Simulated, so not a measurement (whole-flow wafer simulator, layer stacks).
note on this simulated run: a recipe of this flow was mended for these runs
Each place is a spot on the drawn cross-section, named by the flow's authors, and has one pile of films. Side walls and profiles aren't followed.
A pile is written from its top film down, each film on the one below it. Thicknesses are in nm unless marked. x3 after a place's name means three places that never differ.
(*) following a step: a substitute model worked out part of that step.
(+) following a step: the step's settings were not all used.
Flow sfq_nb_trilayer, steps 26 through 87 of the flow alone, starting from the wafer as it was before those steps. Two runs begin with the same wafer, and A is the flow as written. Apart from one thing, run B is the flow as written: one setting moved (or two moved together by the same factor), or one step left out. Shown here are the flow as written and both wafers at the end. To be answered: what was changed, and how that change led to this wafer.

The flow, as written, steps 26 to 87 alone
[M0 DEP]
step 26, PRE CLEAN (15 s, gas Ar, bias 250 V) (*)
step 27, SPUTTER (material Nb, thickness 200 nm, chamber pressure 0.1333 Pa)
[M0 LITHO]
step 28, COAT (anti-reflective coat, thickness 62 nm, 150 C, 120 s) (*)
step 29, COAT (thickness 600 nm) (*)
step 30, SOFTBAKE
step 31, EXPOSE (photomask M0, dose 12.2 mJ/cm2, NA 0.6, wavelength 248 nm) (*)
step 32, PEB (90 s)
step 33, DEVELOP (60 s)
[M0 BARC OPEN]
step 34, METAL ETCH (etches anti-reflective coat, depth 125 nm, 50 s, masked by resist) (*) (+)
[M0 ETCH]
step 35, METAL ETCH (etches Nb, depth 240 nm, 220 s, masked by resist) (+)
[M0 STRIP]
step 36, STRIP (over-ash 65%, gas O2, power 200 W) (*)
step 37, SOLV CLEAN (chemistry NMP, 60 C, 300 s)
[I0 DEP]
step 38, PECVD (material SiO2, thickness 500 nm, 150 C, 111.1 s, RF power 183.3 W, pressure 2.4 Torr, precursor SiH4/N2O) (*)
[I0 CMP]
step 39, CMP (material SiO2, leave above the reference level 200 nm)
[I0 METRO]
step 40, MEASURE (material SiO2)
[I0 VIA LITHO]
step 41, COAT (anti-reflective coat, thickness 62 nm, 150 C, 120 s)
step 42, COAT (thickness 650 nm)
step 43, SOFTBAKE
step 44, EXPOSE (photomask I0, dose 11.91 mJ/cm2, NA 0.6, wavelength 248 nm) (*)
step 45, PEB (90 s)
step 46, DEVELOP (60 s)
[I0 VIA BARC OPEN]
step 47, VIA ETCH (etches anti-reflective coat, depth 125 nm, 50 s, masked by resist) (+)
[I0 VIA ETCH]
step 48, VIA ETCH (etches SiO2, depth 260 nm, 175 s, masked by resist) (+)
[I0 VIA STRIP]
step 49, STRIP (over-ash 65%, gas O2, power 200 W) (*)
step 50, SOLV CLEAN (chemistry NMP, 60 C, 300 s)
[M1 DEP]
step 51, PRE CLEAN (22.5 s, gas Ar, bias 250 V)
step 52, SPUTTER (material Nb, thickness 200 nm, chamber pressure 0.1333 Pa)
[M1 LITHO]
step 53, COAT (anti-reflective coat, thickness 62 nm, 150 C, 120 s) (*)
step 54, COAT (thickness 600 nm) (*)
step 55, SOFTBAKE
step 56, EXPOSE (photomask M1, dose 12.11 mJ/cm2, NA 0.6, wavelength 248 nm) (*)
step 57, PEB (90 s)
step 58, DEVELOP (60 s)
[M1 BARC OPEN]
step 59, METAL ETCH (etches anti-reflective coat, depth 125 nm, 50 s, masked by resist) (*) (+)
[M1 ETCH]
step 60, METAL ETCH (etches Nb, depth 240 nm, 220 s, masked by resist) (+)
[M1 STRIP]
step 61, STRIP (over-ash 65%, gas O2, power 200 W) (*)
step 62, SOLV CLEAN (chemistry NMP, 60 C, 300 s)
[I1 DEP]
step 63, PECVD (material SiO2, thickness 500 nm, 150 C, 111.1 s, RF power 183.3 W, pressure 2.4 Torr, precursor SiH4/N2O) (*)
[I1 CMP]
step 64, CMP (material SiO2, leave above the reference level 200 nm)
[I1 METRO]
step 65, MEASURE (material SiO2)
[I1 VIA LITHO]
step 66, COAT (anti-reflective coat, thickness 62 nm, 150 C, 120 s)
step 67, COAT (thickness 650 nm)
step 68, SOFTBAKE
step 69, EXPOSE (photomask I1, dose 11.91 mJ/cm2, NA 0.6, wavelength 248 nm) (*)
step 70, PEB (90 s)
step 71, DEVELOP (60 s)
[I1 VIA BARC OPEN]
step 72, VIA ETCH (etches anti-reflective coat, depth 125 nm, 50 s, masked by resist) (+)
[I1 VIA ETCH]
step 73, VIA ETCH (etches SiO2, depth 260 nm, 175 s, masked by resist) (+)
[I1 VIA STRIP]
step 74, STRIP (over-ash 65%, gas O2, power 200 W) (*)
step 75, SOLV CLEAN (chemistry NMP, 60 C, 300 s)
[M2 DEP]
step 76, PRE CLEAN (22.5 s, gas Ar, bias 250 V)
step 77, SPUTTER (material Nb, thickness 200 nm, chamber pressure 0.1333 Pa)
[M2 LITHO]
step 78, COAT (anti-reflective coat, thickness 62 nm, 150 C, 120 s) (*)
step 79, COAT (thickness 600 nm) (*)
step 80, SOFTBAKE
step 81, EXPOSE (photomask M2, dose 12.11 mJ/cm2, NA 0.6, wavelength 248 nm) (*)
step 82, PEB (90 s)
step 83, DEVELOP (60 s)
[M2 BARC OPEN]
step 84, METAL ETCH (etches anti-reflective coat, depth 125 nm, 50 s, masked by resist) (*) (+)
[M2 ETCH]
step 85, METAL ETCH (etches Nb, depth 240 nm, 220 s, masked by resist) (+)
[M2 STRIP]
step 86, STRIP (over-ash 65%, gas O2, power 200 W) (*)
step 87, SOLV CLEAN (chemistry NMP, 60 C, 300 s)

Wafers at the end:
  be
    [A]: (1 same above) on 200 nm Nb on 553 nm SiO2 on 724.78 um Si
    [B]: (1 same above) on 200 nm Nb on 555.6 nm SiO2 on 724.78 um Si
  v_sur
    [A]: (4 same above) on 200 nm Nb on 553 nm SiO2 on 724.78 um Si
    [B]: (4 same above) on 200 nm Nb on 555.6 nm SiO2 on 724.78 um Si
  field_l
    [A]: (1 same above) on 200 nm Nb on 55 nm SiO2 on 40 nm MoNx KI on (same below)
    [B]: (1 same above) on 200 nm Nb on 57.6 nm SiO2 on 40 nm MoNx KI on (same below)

The reason: step 26, PRE CLEAN: bias 100 V was run, though the flow has bias 250 V.

How this came from the change, step by step:
  step 26, PRE CLEAN (15 s, gas Ar, bias 250 V) (*)
      field_l, v_sur, via_wl and 102 more: A -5 SiO2 | B -2.4 SiO2
      l0v: A -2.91 MoNx KI | B -1.03 MoNx KI
